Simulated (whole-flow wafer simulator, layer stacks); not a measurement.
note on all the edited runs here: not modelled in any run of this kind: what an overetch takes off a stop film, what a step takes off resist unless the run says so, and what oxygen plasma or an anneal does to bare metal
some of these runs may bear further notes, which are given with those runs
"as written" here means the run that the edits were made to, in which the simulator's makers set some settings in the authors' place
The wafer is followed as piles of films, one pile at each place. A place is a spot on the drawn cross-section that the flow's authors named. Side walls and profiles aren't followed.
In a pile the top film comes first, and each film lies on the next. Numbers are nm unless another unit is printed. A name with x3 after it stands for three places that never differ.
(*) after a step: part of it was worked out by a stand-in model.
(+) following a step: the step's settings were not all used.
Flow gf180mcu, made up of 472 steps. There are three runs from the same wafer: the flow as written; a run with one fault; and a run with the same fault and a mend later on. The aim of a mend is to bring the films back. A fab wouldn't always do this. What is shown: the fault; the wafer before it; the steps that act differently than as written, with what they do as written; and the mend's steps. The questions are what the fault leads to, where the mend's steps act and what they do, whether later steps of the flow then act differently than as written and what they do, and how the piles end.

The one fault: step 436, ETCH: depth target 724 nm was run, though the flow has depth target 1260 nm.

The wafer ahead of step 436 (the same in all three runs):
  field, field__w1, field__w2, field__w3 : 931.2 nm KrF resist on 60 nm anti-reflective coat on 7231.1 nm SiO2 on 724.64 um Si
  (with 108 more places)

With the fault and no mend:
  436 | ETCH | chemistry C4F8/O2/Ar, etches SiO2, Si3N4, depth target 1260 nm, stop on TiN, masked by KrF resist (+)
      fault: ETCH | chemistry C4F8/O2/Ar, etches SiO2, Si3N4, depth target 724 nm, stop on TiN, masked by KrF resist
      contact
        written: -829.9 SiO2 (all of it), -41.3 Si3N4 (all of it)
        fault: -724 SiO2
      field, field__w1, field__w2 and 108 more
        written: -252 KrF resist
        fault: -144.8 KrF resist
  Steps later in the flow that act otherwise than as written (not shown: 2 more steps that differ only slightly, by at most 2% or 0.5 nm, whichever is larger):
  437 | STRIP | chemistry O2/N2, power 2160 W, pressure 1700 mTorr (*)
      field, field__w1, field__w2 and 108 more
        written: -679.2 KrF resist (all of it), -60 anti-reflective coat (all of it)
        fault: -786.4 KrF resist (all of it), -60 anti-reflective coat (all of it)
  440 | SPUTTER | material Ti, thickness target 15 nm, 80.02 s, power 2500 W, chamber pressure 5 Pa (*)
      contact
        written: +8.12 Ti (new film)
        fault: +8.84 Ti (new film)
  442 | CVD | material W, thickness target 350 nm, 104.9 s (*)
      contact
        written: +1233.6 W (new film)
        fault: +1084.8 W (new film)
  By the end, the piles at contact depart from the flow's by more than 2% or 0.5 nm, whichever is larger.
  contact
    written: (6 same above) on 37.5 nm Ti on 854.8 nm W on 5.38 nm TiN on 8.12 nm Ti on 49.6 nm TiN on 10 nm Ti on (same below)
    fault: (6 same above) on 37.5 nm Ti on 706 nm W on 5.86 nm TiN on 8.84 nm Ti on 105.9 nm SiO2 on 41.3 nm Si3N4 on 50 nm TiN on 10 nm Ti on (same below)

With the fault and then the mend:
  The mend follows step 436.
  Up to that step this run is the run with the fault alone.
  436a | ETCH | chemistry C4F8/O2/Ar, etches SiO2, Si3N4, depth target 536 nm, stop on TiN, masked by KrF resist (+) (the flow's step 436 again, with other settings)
      field, field__w1, field__w2 and 108 more
        -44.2 KrF resist
      contact
        -105.9 SiO2 (all of it), -41.3 Si3N4 (all of it)
  Steps later in the flow that act otherwise than as written:
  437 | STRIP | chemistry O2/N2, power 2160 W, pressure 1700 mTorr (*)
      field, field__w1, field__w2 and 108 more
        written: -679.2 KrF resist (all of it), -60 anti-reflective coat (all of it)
        mend: -742.2 KrF resist (all of it), -60 anti-reflective coat (all of it)
  By the end, the piles equal the flow's at every place that both follow.
